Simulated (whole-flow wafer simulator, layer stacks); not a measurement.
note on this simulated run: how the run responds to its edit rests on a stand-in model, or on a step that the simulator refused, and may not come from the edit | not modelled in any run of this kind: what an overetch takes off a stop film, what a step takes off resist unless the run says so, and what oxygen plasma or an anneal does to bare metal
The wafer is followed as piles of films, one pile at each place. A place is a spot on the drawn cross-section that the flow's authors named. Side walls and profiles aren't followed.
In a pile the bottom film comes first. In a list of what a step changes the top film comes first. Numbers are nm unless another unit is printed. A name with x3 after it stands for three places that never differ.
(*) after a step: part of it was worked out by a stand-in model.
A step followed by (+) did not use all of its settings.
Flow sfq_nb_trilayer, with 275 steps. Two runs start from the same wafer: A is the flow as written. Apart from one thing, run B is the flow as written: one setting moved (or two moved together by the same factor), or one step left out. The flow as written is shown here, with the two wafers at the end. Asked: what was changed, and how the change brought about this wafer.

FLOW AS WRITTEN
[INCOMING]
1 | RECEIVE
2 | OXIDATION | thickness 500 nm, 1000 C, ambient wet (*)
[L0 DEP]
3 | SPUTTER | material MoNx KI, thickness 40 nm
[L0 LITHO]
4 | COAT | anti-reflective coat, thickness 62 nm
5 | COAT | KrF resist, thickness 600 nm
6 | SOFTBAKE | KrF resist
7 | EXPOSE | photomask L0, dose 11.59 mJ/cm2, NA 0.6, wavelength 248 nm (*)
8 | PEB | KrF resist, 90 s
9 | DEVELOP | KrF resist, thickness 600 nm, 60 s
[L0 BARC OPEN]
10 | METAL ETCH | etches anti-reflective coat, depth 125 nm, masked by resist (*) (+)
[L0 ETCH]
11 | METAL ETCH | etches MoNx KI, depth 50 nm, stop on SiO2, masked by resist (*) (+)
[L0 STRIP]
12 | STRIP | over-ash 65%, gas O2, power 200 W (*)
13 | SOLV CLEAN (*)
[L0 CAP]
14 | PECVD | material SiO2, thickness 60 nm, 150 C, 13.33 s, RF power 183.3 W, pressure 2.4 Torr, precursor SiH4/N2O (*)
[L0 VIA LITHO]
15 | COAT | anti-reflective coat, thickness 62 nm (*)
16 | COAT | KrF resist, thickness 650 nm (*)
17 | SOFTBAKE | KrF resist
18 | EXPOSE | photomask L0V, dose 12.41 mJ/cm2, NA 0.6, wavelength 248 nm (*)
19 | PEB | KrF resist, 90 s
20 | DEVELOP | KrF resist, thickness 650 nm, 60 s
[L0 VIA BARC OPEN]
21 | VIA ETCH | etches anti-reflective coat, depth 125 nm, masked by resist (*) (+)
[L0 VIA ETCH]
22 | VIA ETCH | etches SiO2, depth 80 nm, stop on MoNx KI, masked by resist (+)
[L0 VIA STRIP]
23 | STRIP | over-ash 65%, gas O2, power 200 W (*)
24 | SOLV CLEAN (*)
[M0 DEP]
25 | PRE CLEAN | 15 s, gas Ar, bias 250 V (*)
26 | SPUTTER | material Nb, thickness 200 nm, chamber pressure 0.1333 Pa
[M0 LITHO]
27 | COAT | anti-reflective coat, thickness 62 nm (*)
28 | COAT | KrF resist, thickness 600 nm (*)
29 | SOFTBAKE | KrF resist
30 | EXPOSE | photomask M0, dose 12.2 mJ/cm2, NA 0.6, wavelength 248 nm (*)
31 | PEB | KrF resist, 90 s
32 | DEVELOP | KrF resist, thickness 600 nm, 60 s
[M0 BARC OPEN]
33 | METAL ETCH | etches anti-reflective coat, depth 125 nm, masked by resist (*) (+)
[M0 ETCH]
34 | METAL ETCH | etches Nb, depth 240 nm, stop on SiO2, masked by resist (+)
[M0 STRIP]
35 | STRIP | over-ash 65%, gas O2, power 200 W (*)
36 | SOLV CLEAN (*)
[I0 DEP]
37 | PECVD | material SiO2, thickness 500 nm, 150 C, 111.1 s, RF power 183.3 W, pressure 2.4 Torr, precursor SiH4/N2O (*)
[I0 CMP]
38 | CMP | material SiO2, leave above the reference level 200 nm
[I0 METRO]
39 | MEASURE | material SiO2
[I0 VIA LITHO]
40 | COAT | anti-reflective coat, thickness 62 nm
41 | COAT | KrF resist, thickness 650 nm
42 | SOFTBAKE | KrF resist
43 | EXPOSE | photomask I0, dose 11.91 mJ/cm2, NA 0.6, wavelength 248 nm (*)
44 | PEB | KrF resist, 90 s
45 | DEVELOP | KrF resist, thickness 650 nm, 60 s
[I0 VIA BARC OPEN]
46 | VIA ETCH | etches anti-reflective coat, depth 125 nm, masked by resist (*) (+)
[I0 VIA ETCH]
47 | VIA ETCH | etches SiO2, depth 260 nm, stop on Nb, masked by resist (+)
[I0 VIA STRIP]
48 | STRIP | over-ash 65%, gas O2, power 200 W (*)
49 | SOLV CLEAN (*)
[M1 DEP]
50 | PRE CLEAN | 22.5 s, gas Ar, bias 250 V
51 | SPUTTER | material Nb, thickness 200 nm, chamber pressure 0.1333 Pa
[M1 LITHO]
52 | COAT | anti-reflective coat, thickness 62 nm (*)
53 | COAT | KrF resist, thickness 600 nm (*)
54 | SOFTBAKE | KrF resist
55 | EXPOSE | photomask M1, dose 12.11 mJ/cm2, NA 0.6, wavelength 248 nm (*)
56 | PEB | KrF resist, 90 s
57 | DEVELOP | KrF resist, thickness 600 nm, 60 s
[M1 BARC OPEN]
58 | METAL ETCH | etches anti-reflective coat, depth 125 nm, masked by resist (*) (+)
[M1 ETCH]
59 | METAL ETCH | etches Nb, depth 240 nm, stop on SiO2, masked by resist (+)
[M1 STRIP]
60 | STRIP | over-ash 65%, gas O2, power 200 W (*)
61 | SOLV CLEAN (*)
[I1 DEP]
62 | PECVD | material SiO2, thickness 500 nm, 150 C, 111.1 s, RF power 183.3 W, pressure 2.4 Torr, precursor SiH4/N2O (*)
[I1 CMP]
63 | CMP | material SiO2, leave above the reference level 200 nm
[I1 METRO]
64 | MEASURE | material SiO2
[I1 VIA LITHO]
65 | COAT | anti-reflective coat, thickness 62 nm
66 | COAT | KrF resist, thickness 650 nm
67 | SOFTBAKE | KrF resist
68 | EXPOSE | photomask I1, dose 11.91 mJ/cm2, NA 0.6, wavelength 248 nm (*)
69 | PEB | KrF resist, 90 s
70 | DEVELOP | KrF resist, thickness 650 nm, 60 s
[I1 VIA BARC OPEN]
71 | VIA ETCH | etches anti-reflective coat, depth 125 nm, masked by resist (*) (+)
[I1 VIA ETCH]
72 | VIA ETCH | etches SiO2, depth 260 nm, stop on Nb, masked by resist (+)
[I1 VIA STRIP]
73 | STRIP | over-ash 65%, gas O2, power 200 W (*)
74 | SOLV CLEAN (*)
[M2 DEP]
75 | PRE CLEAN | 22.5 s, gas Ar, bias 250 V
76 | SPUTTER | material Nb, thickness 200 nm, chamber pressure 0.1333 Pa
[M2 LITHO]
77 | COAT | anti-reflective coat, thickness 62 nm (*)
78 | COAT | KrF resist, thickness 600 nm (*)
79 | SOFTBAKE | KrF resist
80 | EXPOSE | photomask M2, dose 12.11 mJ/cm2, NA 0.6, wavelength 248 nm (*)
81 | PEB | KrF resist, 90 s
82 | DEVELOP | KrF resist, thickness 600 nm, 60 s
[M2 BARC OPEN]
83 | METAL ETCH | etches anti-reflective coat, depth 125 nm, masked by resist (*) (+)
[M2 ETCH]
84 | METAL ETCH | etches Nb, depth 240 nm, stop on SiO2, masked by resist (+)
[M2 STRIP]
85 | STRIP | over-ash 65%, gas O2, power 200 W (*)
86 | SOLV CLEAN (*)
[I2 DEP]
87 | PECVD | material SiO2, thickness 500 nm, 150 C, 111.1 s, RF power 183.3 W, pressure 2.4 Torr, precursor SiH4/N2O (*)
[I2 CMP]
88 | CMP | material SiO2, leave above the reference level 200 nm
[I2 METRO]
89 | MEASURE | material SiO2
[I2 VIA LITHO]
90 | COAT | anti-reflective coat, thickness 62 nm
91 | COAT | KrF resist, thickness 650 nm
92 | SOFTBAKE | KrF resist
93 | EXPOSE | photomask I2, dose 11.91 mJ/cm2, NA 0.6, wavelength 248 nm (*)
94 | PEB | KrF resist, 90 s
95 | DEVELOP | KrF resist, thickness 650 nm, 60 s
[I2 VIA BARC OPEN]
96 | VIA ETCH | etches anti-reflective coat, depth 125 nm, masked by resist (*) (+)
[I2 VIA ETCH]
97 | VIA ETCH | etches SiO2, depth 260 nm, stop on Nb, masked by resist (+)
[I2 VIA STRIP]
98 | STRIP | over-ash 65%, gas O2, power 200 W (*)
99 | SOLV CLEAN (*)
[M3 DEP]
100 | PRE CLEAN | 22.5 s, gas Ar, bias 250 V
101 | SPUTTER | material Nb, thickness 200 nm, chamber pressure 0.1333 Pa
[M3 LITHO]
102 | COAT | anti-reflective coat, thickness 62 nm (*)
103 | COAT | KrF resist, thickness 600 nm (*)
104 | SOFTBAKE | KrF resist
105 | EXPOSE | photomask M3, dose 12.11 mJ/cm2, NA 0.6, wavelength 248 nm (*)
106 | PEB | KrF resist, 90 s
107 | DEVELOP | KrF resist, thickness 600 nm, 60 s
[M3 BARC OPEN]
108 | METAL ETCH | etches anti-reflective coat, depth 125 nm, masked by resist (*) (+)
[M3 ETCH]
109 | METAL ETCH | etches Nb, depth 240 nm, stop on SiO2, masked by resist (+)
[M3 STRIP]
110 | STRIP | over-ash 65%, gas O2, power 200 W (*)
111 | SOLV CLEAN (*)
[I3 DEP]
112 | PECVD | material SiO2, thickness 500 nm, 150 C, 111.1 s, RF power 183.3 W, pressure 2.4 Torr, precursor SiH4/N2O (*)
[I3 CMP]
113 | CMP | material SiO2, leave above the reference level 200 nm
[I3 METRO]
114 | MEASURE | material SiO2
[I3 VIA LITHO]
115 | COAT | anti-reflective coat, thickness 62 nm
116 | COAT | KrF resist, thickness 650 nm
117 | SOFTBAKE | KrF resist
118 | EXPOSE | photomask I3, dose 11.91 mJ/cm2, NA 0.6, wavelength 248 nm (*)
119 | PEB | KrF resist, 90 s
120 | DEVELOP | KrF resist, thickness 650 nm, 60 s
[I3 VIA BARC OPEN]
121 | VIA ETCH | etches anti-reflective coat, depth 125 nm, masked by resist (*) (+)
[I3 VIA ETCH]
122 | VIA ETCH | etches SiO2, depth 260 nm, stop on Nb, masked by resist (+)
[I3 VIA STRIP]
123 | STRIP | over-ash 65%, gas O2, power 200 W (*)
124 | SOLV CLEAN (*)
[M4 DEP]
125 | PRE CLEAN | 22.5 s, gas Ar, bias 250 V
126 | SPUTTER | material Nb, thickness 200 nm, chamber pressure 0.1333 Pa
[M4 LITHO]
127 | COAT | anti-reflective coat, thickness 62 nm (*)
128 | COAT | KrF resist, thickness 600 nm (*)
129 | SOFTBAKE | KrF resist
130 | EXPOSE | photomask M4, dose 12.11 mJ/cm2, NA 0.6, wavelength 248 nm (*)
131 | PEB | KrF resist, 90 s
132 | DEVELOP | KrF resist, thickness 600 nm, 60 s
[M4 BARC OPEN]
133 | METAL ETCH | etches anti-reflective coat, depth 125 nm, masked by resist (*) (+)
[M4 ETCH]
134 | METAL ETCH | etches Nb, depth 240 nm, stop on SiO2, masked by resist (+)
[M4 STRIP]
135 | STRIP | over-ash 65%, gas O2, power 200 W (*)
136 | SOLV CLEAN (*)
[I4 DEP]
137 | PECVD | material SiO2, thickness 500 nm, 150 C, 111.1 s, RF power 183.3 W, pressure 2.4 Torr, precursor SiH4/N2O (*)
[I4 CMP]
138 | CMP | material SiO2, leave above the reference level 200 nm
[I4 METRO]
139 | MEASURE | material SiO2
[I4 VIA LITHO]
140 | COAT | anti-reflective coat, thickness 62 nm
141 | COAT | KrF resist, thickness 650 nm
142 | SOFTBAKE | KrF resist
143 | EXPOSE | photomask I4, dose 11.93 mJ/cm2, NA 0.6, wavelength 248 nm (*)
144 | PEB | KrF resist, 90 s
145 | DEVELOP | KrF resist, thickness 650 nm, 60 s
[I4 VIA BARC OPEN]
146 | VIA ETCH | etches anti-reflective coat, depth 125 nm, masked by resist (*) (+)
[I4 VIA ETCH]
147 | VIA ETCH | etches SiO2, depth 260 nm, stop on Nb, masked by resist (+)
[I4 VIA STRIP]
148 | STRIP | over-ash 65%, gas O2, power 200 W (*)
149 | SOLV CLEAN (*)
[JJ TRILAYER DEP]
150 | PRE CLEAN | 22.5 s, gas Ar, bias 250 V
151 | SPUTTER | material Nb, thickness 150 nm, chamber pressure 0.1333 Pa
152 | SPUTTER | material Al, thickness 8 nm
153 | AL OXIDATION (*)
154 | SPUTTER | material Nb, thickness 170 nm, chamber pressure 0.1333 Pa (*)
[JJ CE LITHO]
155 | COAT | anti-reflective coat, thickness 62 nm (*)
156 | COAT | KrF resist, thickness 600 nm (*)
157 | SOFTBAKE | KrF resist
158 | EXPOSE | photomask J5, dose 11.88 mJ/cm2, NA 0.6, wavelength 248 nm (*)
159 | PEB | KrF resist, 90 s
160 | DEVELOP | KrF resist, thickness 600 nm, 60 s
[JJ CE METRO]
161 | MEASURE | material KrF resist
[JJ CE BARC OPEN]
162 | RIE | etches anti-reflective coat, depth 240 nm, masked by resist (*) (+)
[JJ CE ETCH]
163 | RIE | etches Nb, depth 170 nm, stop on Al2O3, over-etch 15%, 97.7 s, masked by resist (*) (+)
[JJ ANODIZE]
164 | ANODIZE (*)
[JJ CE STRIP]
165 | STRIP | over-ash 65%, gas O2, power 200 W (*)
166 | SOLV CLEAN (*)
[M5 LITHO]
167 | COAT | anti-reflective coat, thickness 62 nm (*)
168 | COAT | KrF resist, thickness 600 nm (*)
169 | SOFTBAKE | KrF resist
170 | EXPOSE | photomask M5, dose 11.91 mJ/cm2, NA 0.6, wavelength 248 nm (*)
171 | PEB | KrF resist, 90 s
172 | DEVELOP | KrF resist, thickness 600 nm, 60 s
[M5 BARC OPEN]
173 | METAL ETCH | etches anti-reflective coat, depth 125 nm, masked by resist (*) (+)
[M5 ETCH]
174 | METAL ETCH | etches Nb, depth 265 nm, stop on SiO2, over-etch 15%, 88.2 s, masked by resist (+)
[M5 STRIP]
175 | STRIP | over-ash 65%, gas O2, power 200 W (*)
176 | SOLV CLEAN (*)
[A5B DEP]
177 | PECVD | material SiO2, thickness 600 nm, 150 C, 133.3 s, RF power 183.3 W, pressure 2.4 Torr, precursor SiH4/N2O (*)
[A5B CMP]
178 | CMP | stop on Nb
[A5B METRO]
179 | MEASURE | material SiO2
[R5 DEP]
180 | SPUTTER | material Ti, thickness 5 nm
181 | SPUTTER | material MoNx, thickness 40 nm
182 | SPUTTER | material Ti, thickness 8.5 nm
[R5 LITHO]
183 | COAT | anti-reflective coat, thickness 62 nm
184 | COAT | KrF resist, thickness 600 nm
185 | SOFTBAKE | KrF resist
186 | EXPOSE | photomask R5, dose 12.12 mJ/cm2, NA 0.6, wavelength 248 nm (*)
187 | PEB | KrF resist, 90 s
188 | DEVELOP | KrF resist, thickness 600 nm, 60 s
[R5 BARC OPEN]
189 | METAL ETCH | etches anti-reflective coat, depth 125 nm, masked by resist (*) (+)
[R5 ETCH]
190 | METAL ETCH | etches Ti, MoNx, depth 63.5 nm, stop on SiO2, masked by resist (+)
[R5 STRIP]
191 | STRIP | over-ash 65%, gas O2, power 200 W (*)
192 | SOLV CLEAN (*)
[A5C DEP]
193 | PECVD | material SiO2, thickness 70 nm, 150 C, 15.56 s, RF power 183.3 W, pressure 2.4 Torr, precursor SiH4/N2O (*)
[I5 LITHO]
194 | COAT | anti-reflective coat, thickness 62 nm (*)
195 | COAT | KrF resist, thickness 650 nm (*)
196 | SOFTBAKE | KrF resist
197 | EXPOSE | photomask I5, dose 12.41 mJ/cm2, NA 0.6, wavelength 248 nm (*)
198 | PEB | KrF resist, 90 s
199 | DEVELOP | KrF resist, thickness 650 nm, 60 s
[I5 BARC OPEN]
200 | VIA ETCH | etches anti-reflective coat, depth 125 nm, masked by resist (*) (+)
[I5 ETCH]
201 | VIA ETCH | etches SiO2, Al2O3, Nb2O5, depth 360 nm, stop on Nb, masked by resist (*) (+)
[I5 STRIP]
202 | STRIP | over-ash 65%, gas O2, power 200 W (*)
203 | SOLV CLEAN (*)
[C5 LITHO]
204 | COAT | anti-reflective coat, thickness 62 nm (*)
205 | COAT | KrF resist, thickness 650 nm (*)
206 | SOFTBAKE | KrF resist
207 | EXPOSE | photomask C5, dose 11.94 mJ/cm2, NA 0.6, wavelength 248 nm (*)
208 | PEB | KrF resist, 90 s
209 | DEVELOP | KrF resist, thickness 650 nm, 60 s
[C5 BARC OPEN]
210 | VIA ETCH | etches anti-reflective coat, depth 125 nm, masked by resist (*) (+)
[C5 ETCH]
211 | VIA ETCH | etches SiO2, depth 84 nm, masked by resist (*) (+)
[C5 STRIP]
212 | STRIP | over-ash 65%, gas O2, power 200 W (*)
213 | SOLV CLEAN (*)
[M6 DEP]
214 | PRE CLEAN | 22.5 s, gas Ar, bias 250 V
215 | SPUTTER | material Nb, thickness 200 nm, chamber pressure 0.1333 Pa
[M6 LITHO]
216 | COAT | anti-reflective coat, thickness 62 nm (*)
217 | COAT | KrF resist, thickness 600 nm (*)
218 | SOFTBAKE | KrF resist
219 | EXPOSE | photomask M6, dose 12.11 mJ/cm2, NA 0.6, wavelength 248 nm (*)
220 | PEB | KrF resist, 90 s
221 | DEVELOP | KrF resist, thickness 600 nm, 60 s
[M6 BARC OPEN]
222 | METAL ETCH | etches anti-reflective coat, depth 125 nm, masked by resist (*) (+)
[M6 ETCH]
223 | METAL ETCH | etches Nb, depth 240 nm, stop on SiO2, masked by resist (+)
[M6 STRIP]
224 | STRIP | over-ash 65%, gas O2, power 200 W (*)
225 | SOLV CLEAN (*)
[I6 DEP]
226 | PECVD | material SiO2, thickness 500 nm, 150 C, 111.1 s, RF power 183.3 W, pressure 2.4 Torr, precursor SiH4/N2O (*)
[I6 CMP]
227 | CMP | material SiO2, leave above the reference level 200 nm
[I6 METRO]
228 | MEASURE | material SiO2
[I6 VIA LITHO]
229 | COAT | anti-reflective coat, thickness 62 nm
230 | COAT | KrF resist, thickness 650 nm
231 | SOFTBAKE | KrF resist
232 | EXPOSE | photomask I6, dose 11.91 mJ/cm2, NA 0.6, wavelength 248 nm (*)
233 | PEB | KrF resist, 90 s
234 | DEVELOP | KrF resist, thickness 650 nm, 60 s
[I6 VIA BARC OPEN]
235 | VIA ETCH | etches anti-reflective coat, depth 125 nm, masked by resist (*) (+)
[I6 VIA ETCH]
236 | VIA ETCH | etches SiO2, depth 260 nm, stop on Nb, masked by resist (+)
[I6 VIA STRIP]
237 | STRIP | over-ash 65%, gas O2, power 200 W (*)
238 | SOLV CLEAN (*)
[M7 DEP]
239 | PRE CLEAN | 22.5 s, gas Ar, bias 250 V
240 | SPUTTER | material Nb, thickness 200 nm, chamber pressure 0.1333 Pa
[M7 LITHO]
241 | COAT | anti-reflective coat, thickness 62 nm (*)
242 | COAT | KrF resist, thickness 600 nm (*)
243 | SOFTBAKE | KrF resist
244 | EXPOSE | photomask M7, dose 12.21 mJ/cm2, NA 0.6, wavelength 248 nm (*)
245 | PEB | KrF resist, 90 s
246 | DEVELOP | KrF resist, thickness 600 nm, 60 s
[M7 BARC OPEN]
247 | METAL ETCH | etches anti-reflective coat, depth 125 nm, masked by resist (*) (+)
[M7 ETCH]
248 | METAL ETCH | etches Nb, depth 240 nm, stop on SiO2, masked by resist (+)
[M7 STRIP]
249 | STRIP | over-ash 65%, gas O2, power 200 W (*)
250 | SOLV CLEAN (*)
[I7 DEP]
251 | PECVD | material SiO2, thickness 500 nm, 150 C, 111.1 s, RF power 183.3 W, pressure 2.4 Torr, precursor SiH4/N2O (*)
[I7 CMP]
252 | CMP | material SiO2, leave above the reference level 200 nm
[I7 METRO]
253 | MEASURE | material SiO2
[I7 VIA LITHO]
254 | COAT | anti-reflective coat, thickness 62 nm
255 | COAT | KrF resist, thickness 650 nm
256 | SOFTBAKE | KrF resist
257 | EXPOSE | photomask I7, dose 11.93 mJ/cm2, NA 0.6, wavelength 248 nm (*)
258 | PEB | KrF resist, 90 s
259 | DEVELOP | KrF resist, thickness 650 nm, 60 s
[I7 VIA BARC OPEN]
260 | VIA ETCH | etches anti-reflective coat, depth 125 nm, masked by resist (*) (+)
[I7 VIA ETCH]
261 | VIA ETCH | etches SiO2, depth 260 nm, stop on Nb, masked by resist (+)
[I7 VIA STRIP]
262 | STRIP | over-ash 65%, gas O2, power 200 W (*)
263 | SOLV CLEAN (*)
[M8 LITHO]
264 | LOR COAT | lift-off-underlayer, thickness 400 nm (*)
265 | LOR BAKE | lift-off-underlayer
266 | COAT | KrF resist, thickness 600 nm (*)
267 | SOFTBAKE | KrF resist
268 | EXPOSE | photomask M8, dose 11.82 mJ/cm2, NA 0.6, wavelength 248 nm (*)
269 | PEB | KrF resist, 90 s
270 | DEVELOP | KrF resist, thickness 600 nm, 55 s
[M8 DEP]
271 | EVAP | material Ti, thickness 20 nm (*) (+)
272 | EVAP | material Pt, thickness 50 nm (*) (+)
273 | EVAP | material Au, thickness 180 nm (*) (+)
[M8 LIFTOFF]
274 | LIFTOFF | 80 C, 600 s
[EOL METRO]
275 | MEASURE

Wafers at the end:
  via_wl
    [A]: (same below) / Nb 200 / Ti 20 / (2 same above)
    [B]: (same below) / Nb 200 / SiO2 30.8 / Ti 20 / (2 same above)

The reason: step 261, VIA ETCH: depth 169 nm was run, though the flow has depth 260 nm.

Step by step, how the change led to this:
  261 | VIA ETCH | etches SiO2, depth 260 nm, stop on Nb, masked by resist (+)
      via_wl, via_w, via_wr: A SiO2 loses 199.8 (all of it) | B SiO2 loses 169
      field_l, v_sur, via_sp and 100 more: A KrF resist loses 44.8 | B KrF resist loses 29.1
  262 | STRIP | over-ash 65%, gas O2, power 200 W (*)
      field_l, v_sur, via_sp and 100 more: A KrF resist loses 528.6 (all of it), anti-reflective coat loses 62 (all of it) | B KrF resist loses 544.3 (all of it), anti-reflective coat loses 62 (all of it)
  264 | LOR COAT | lift-off-underlayer, thickness 400 nm (*)
      via_wl, via_wr: A lift-off-underlayer gains 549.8 (new film) | B lift-off-underlayer gains 526.7 (new film)
      via_w: A lift-off-underlayer gains 536.4 (new film) | B lift-off-underlayer gains 515.4 (new film)
  270 | DEVELOP | KrF resist, thickness 600 nm, 55 s
      via_wl: A KrF resist loses 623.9 (all of it), lift-off-underlayer loses 549.8 (all of it) | B KrF resist loses 620 (all of it), lift-off-underlayer loses 526.7 (all of it)
      via_w: A KrF resist loses 635.4 (all of it), lift-off-underlayer loses 536.4 (all of it) | B KrF resist loses 629.8 (all of it), lift-off-underlayer loses 515.4 (all of it)
      (and at 1 other place as well)
If metal films that touch count as one body, via_wl has 8 bodies (between them, from the top down: SiO2 30.8; SiO2 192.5; SiO2 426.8 / Al2O3 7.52 / Nb2O5 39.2; SiO2 192.5; SiO2 192.5; SiO2 192.5; SiO2 192.5); the flow as written gives 7 bodies (between them, from the top down: SiO2 192.5; SiO2 426.8 / Al2O3 7.52 / Nb2O5 39.2; SiO2 192.5; SiO2 192.5; SiO2 192.5; SiO2 192.5).
